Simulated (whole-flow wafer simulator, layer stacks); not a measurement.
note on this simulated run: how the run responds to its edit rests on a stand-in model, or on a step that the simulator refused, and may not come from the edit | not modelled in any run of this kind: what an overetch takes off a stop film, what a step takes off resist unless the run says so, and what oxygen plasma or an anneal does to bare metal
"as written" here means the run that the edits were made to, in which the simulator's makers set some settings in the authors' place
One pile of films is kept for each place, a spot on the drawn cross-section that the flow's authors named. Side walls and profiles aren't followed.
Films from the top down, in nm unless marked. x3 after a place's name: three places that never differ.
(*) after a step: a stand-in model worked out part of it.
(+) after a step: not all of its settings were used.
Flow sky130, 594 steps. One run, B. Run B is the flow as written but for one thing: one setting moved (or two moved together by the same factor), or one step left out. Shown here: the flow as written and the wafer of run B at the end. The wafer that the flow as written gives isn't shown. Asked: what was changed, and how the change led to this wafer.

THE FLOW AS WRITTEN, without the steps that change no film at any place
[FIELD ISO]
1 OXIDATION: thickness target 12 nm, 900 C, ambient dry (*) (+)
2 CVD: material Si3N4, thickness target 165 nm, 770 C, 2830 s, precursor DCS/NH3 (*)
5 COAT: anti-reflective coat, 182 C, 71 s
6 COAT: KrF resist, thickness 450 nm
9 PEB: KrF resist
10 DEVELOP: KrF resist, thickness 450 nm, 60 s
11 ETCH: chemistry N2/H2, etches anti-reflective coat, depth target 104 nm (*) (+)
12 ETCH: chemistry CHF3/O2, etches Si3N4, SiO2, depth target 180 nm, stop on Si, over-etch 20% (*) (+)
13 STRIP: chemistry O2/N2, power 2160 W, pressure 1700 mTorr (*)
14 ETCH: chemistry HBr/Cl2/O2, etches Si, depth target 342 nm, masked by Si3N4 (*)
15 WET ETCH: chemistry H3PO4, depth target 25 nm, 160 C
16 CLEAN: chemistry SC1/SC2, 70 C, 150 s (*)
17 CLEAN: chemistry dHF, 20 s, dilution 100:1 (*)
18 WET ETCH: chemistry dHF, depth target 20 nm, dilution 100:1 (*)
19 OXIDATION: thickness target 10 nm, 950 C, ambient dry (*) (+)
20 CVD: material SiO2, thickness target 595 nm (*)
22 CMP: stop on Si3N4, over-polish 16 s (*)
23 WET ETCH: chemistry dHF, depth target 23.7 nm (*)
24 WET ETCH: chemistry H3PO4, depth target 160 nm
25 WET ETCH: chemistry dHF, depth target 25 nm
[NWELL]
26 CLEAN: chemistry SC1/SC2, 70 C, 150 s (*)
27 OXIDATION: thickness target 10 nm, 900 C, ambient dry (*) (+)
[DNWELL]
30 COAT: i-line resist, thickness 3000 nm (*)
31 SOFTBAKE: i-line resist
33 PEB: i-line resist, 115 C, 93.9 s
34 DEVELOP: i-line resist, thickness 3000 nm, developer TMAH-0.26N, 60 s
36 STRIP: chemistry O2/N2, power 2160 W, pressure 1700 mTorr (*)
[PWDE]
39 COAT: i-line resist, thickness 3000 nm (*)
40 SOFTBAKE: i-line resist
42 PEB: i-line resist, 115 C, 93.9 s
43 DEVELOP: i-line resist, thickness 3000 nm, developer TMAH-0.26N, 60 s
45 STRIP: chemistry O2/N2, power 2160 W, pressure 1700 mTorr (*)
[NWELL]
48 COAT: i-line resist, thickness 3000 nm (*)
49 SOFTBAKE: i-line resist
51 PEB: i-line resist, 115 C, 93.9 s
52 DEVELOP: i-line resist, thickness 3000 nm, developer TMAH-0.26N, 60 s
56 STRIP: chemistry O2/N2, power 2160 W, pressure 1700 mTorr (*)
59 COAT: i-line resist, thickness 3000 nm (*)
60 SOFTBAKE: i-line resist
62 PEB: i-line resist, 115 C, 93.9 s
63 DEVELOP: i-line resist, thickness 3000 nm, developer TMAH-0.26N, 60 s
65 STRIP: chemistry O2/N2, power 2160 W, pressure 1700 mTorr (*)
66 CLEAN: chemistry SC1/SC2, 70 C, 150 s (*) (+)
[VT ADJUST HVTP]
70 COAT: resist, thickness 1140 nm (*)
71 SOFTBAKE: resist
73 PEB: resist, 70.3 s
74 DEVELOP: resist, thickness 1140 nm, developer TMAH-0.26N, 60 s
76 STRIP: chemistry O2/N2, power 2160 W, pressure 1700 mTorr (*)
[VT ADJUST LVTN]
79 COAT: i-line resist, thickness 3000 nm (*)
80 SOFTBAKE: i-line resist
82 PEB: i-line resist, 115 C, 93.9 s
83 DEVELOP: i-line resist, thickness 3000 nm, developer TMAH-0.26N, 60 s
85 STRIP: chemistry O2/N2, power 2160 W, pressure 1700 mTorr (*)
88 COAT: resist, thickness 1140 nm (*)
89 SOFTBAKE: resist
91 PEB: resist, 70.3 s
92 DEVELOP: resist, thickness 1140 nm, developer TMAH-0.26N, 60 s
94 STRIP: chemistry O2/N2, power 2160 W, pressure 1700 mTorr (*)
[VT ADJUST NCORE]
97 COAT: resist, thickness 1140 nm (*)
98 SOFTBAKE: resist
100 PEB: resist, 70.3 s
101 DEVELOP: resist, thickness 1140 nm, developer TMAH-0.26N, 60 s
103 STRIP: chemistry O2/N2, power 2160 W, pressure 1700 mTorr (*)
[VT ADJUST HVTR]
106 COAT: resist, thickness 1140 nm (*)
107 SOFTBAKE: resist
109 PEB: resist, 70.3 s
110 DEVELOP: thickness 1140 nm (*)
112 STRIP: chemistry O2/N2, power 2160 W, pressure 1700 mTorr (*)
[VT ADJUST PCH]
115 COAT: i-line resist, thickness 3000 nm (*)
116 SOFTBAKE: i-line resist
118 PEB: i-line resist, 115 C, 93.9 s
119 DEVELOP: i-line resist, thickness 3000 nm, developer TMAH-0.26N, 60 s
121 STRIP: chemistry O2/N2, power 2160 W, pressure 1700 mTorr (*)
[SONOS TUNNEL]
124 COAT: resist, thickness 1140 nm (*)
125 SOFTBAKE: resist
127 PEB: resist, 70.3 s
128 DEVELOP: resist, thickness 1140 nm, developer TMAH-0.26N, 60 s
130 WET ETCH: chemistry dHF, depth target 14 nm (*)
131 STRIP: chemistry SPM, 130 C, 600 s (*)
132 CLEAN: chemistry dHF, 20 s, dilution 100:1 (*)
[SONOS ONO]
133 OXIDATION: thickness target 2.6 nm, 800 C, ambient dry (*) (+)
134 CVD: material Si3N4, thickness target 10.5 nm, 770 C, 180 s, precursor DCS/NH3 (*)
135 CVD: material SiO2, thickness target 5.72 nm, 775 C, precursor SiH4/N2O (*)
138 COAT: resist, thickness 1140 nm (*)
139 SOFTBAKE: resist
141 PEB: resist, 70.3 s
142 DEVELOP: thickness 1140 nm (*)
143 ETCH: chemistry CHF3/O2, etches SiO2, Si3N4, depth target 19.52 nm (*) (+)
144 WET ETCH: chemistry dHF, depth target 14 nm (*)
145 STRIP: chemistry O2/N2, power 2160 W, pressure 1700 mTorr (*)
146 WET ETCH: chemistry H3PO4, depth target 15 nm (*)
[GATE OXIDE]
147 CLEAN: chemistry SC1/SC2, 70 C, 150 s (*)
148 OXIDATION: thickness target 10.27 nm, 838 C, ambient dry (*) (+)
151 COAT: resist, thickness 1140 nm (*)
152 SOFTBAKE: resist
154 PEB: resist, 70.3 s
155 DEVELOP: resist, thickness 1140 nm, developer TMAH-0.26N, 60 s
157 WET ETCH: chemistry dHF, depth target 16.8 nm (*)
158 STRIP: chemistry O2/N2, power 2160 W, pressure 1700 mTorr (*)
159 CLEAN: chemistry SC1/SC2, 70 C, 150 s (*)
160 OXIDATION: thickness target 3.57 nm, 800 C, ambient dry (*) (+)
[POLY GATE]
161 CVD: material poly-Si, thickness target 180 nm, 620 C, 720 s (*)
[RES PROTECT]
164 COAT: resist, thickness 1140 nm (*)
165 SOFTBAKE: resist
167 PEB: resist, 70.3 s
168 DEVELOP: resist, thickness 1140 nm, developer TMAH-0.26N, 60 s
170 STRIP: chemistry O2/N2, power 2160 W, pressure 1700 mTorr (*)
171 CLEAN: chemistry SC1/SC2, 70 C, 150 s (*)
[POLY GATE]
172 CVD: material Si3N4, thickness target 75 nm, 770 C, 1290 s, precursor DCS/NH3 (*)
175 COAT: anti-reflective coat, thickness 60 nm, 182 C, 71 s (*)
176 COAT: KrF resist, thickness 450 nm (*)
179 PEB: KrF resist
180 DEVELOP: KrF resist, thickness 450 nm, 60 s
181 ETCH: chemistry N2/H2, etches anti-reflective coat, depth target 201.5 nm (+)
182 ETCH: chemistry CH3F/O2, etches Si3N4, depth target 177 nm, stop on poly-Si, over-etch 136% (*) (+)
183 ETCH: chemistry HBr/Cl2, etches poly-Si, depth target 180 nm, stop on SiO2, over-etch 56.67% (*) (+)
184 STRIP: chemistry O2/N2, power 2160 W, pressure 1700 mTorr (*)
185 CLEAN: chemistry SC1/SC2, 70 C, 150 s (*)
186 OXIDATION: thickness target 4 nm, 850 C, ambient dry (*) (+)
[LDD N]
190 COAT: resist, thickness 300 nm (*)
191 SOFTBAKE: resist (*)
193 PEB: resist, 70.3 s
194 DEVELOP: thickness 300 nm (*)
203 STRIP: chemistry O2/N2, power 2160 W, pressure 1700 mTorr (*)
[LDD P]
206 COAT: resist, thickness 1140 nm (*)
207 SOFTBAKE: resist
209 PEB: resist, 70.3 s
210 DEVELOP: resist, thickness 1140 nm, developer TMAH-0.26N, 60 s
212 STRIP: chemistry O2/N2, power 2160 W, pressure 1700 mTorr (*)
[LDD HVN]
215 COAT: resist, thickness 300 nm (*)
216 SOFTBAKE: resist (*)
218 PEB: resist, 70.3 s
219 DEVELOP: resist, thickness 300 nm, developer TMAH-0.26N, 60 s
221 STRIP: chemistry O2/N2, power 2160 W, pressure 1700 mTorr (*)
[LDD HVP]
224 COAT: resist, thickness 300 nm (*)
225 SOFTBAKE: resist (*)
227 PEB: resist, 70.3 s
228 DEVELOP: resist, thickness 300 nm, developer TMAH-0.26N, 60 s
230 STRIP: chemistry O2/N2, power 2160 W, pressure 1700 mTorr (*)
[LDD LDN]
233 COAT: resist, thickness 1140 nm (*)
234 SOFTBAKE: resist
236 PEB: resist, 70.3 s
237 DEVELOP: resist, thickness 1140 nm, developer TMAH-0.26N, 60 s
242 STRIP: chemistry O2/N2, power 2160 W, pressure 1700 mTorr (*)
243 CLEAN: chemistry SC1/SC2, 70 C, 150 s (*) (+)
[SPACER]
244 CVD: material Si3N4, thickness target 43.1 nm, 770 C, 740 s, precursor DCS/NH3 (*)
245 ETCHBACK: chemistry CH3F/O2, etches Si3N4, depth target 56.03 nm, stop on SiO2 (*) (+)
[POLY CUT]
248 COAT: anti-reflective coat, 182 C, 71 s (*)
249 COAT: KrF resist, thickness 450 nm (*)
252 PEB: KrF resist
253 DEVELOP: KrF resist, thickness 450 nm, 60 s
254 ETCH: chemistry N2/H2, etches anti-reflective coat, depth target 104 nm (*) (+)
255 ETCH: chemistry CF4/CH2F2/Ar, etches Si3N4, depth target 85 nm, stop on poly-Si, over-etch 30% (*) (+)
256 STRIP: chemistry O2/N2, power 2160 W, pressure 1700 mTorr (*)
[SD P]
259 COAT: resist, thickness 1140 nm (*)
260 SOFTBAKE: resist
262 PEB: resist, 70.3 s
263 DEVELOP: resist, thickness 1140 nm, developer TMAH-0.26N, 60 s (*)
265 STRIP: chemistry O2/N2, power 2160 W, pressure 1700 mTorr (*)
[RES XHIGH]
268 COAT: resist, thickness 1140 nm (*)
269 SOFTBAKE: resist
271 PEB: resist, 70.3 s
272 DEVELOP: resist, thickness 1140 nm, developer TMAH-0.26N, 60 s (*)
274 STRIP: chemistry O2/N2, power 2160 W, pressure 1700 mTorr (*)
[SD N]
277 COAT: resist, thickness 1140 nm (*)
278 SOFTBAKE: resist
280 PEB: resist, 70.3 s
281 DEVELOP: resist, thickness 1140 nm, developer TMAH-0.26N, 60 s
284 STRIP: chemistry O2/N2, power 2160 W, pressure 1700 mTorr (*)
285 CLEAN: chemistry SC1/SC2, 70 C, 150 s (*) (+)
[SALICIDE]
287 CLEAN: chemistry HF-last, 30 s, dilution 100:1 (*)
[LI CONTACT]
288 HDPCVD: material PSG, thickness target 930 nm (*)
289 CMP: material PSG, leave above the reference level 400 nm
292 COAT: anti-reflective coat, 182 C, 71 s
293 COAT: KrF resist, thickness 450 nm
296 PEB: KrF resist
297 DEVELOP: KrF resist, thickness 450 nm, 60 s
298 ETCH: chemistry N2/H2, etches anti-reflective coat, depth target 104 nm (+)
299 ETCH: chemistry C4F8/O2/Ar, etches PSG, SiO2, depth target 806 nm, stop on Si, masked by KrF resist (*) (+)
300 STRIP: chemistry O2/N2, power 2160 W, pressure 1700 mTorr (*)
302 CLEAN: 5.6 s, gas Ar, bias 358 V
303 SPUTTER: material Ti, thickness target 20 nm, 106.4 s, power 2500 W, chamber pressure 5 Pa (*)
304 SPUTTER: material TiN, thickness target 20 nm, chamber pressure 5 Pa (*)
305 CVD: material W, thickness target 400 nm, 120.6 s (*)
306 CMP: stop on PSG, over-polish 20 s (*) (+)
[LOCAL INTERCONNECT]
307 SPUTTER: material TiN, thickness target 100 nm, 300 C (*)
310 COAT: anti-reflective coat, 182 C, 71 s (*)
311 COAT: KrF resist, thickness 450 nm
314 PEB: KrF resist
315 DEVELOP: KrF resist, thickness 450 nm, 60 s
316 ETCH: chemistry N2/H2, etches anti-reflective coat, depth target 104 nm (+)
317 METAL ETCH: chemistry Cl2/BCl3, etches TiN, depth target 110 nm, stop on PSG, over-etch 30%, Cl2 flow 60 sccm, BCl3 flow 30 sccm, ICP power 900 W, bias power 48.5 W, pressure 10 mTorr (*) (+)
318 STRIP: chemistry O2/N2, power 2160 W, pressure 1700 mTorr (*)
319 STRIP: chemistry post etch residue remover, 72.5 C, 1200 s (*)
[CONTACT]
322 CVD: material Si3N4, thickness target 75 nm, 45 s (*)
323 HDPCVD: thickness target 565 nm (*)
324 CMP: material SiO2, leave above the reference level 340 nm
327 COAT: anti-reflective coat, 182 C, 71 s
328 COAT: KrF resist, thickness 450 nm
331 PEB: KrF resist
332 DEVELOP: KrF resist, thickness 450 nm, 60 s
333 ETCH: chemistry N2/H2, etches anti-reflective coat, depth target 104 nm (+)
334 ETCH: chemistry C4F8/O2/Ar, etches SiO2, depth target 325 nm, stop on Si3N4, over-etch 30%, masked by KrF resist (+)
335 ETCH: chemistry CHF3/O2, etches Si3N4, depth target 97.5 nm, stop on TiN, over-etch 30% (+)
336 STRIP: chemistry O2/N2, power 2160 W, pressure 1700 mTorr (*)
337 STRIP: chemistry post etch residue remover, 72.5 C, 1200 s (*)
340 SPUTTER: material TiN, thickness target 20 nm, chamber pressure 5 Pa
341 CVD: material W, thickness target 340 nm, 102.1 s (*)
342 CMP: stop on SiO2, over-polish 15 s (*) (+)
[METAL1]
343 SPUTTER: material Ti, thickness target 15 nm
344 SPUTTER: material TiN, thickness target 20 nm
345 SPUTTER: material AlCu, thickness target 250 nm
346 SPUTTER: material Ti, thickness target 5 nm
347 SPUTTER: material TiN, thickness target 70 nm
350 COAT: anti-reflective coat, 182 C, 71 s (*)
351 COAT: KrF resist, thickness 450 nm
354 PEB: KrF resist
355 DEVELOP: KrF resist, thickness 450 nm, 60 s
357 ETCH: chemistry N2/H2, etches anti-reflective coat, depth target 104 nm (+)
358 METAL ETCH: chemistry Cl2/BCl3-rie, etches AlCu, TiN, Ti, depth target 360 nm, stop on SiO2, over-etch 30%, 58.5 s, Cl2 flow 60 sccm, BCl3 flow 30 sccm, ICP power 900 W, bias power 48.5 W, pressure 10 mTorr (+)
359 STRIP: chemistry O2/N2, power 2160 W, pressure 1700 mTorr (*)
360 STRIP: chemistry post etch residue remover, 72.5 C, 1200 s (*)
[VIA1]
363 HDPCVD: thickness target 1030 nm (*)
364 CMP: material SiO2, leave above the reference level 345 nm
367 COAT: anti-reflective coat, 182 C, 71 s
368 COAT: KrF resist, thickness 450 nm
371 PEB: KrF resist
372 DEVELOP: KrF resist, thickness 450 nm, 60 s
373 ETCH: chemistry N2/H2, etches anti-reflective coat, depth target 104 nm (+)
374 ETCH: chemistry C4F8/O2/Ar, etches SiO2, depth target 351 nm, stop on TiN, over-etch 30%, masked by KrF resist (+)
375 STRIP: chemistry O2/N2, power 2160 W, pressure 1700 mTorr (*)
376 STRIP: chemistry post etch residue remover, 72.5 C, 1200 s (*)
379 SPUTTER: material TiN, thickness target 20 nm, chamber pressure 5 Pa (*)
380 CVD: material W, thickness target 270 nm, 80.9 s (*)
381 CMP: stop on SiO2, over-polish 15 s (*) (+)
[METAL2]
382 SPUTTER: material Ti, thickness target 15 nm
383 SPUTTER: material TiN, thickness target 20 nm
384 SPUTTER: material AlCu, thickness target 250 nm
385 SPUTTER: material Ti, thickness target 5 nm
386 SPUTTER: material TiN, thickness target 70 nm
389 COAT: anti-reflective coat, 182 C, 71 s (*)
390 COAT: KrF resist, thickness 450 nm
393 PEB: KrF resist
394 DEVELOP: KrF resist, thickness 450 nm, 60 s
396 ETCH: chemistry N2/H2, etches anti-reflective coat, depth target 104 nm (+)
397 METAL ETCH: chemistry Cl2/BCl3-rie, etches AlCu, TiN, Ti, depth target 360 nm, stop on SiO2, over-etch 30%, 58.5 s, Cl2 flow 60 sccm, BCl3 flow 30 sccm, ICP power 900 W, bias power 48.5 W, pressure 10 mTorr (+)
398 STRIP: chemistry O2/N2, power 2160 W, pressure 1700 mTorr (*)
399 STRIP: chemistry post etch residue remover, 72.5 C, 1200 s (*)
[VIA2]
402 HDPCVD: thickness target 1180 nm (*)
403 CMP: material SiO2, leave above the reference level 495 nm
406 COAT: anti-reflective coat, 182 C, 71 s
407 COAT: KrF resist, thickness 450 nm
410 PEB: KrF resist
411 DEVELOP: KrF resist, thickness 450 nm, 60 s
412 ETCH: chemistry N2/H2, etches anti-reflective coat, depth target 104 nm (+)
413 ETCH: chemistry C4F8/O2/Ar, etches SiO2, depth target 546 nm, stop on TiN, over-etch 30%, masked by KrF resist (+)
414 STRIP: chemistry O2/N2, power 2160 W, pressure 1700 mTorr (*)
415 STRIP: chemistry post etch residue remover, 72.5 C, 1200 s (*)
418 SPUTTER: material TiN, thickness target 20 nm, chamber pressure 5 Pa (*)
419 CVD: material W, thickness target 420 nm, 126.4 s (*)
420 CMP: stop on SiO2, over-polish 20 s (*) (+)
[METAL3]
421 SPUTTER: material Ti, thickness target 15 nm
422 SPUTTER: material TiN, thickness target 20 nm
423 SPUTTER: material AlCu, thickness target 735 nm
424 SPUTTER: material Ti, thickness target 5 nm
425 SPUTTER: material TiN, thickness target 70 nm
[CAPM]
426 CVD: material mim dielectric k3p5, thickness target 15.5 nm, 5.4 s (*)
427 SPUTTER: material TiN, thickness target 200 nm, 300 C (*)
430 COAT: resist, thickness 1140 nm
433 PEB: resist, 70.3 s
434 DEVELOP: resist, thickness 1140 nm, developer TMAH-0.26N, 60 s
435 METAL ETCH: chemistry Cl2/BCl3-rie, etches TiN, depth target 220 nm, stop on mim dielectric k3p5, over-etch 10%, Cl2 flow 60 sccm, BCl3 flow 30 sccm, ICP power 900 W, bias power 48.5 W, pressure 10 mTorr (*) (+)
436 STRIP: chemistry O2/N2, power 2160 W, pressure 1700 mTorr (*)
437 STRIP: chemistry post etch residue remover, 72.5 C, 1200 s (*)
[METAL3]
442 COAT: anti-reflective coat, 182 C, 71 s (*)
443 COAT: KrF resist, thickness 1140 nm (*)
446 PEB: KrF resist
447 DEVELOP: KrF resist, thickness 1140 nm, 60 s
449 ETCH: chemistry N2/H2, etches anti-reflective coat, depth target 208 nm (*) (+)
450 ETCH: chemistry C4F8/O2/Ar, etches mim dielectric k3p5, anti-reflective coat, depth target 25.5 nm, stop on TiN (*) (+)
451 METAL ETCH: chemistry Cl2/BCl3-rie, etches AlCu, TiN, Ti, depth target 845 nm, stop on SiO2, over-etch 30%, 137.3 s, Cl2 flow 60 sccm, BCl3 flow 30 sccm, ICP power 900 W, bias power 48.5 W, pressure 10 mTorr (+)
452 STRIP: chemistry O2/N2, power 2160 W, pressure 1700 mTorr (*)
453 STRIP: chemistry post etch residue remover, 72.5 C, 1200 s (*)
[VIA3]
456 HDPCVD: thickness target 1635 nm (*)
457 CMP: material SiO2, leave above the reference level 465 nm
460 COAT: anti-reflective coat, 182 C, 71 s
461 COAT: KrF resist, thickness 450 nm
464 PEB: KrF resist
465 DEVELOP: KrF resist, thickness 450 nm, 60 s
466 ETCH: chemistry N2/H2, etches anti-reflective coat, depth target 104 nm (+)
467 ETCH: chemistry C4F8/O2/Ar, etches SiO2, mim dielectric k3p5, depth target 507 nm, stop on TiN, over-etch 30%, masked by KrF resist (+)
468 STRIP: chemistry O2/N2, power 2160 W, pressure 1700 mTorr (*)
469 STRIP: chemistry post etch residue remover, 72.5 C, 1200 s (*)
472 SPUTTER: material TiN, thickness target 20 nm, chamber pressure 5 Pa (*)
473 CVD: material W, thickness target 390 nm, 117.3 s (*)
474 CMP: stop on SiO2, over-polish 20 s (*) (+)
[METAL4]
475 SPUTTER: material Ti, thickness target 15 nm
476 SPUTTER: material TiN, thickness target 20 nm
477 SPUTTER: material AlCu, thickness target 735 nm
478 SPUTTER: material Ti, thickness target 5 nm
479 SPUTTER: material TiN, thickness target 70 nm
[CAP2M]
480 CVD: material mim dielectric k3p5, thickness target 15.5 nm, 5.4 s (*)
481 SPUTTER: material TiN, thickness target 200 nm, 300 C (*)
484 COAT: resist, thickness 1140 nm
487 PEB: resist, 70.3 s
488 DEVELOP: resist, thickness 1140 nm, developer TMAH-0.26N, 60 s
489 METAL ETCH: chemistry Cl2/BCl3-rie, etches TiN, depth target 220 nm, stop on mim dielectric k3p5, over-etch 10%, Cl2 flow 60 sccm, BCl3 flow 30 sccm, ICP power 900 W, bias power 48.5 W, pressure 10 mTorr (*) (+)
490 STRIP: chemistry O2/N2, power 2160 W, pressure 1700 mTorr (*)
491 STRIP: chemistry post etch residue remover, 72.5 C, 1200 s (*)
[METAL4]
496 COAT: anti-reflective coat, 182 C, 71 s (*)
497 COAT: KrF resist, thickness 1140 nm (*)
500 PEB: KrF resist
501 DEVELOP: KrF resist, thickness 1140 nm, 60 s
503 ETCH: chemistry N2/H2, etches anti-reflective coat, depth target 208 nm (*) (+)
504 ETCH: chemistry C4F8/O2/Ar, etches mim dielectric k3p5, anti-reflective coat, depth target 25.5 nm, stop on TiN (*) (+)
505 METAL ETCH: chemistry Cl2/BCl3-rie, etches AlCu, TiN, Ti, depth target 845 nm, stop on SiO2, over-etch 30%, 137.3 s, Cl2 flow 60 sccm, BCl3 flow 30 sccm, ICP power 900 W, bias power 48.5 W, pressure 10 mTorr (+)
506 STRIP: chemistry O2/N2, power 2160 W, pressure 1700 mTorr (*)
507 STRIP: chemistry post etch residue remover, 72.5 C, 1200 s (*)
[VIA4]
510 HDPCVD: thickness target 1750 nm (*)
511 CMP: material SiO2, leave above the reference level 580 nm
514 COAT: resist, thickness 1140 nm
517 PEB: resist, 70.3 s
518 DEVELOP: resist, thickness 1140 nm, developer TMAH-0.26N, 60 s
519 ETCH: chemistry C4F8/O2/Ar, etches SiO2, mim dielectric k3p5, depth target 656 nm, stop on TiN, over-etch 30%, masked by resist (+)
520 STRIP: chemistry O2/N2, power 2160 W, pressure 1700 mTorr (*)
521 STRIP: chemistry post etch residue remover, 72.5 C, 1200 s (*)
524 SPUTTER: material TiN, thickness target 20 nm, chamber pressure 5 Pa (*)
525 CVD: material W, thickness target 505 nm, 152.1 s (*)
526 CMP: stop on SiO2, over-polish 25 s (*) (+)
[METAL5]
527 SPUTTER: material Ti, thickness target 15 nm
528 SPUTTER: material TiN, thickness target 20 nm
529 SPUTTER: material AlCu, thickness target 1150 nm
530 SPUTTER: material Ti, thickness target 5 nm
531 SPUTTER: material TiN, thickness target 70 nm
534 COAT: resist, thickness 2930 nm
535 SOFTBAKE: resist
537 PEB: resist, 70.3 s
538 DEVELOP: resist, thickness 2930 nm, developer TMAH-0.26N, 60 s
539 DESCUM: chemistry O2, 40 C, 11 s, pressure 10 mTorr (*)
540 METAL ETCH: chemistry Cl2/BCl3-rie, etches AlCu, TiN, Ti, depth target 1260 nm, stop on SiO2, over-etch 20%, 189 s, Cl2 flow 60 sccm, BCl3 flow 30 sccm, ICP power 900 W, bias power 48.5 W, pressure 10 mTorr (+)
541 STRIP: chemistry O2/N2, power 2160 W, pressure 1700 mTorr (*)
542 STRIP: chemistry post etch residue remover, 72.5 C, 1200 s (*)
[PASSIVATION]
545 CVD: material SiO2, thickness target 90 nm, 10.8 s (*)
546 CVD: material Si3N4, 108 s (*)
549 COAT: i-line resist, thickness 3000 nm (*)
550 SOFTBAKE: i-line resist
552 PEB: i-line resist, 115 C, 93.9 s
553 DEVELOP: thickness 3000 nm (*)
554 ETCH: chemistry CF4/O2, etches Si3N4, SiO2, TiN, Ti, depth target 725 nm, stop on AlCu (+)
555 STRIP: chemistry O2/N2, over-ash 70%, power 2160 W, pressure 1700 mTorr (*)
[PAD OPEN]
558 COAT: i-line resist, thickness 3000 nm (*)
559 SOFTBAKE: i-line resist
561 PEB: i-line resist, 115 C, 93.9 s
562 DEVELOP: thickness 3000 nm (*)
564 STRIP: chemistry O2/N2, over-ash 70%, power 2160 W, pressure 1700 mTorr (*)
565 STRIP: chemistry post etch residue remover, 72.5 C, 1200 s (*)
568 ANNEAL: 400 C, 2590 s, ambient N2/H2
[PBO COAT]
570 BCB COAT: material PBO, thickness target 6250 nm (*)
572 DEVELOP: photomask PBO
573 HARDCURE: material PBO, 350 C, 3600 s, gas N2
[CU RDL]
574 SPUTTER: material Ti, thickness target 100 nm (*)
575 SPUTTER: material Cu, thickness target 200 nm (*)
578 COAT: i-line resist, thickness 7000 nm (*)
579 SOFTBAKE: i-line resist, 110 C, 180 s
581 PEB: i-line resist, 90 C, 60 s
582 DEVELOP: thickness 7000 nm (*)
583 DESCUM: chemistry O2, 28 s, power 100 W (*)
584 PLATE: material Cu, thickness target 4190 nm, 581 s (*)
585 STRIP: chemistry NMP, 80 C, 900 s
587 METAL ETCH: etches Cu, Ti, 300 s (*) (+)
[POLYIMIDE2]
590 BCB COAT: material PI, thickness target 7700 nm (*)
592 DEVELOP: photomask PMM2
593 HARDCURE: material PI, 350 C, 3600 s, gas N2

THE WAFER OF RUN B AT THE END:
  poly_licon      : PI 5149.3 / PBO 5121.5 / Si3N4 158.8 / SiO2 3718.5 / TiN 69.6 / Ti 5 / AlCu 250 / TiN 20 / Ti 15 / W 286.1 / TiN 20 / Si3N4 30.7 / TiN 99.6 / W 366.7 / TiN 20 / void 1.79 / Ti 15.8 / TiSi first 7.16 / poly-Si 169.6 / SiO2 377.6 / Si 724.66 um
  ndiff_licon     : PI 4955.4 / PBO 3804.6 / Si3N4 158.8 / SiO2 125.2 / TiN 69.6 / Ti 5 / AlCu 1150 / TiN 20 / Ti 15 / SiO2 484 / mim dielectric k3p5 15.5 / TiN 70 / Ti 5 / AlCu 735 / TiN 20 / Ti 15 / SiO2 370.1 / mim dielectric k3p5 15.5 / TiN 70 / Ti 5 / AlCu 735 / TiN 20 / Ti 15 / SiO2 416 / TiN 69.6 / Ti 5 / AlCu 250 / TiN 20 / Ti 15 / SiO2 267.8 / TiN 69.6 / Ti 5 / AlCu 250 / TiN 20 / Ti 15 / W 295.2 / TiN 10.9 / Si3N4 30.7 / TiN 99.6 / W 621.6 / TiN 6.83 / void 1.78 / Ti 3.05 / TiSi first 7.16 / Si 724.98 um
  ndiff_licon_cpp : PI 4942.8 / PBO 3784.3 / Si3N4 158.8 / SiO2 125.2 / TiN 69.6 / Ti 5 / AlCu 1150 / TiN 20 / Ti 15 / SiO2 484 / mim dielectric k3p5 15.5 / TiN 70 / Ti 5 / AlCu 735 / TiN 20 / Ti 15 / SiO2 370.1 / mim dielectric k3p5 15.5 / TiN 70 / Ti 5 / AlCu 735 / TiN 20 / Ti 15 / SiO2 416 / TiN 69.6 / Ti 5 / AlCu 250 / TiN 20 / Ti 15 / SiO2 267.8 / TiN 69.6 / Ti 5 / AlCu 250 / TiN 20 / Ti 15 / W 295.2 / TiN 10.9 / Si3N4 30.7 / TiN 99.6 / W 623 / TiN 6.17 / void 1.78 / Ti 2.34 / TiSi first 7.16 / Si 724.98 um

The cause: step 335, ETCH: depth target 43.9 nm was run, where the flow has depth target 97.5 nm.

How the change led to this, step by step:
  335 ETCH: chemistry CHF3/O2, etches Si3N4, depth target 97.5 nm, stop on TiN, over-etch 30% (+)
      poly_licon, ndiff_licon, ndiff_licon_cpp, rpo_hd_licon: Si3N4 -43.9 (as written it would be: Si3N4 -75 (all of it))
      field, active, n_well and 184 more: KrF resist -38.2 (as written it would be: KrF resist -84.8)
  336 STRIP: chemistry O2/N2, power 2160 W, pressure 1700 mTorr (*)
      field, active, n_well and 184 more: KrF resist -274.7 (all of it), anti-reflective coat -80 (all of it) (as written it would be: KrF resist -228 (all of it), anti-reflective coat -80 (all of it))
  340 SPUTTER: material TiN, thickness target 20 nm, chamber pressure 5 Pa
      ndiff_licon, ndiff_licon_cpp, rpo_hd_licon: TiN +10.9 (new film) (as written it would be: TiN +10.4)
      poly_licon: TiN +20 (new film) (as written it would be: TiN +20)
  341 CVD: material W, thickness target 340 nm, 102.1 s (*)
      ndiff_licon, ndiff_licon_cpp, rpo_hd_licon: W +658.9 (new film) (as written it would be: W +690.5 (new film))
  342 CMP: stop on SiO2, over-polish 15 s (*) (+)
      poly_licon: W -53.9 (as written it would be: W -22.8)
Counting metal films that touch as one body, poly_licon has 3 bodies (between them, from the top down: Si3N4 30.7; void 1.79); the flow as written gives 2 bodies (between them, from the top down: void 1.79).
Counting metal films that touch as one body, ndiff_licon has 7 bodies (between them, from the top down: SiO2 484 / mim dielectric k3p5 15.5; SiO2 370.1 / mim dielectric k3p5 15.5; SiO2 416; SiO2 267.8; Si3N4 30.7; void 1.78); the flow as written gives 6 bodies (between them, from the top down: SiO2 484 / mim dielectric k3p5 15.5; SiO2 370.1 / mim dielectric k3p5 15.5; SiO2 416; SiO2 267.8; void 1.78).
Counting metal films that touch as one body, ndiff_licon_cpp has 7 bodies (between them, from the top down: SiO2 484 / mim dielectric k3p5 15.5; SiO2 370.1 / mim dielectric k3p5 15.5; SiO2 416; SiO2 267.8; Si3N4 30.7; void 1.78); the flow as written gives 6 bodies (between them, from the top down: SiO2 484 / mim dielectric k3p5 15.5; SiO2 370.1 / mim dielectric k3p5 15.5; SiO2 416; SiO2 267.8; void 1.78).
